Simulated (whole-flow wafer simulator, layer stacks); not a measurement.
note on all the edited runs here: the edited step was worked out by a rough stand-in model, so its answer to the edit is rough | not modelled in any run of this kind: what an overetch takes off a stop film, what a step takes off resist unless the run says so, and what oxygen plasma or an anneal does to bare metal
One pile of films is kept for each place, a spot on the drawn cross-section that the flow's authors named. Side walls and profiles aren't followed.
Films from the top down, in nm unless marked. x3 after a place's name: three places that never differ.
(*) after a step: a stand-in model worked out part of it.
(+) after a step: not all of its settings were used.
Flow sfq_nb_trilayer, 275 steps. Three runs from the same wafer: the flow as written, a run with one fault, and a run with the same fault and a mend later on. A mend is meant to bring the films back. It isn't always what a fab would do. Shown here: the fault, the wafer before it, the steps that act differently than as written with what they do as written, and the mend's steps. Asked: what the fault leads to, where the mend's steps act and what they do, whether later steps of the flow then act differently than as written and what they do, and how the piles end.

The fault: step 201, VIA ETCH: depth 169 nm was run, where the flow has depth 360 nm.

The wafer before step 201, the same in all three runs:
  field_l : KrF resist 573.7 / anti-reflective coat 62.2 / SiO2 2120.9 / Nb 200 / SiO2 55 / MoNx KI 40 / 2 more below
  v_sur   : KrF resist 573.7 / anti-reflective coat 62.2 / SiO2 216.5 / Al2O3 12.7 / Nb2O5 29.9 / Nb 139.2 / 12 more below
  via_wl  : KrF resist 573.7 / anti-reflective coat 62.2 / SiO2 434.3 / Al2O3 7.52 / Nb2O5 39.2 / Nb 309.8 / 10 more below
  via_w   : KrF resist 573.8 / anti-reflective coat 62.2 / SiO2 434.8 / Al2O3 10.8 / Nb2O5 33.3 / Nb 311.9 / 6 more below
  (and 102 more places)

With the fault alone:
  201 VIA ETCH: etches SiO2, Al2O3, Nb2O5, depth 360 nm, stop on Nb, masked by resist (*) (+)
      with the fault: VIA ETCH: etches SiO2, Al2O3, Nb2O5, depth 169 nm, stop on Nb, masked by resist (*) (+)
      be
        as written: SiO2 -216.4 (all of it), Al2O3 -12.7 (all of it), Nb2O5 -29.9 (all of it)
        with the fault: SiO2 -169
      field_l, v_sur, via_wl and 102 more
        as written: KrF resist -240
        with the fault: KrF resist -112.7
  Later steps of the flow that act differently than as written (7 more steps differ only slightly, by at most 2% or 0.5 nm, whichever is larger, and aren't shown):
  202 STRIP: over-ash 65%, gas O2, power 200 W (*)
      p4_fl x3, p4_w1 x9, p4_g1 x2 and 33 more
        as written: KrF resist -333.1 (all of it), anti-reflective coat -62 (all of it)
        with the fault: KrF resist -460.5 (all of it), anti-reflective coat -62 (all of it)
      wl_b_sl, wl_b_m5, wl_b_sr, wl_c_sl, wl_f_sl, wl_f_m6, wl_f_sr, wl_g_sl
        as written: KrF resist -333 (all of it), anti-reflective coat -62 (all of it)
        with the fault: KrF resist -460.3 (all of it), anti-reflective coat -62 (all of it)
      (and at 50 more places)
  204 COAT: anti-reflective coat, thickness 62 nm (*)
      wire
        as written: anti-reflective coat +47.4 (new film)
        with the fault: anti-reflective coat +50 (new film)
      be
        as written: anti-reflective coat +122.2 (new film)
        with the fault: anti-reflective coat +108.9 (new film)
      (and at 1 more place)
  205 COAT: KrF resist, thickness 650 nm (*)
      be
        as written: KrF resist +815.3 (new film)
        with the fault: KrF resist +750.9 (new film)
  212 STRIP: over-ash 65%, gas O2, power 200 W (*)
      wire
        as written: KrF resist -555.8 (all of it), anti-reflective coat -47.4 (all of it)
        with the fault: KrF resist -560.9 (all of it), anti-reflective coat -50 (all of it)
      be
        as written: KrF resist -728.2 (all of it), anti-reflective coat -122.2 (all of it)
        with the fault: KrF resist -663.8 (all of it), anti-reflective coat -108.9 (all of it)
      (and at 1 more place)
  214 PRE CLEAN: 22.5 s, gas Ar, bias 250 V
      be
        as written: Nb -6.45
        with the fault: SiO2 -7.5
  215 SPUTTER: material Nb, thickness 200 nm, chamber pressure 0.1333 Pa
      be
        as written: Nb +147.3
        with the fault: Nb +168.3 (new film)
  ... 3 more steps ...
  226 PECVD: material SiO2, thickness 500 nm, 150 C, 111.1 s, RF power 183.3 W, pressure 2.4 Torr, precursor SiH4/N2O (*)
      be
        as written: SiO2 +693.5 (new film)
        with the fault: SiO2 +583.6 (new film)
  At the end the piles differ from the flow's by more than 2% or 0.5 nm, whichever is larger, at be.
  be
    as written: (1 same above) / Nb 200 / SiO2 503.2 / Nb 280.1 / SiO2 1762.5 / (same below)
    with the fault: (1 same above) / Nb 200 / SiO2 393.4 / Nb 168.3 / SiO2 39.9 / Al2O3 12.7 / Nb2O5 29.9 / Nb 139.2 / SiO2 1762.5 / (same below)

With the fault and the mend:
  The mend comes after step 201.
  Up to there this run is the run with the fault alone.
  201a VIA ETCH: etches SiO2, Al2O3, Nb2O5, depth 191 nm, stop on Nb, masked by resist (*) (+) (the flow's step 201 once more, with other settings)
      field_l, v_sur, via_wl and 102 more
        KrF resist -127.3
      be
        SiO2 -47.4 (all of it), Al2O3 -12.7 (all of it), Nb2O5 -29.9 (all of it)
  No later step of the flow acts differently than as written at any place that is followed.
  At the end the piles are the same as the flow's at every place that both follow.
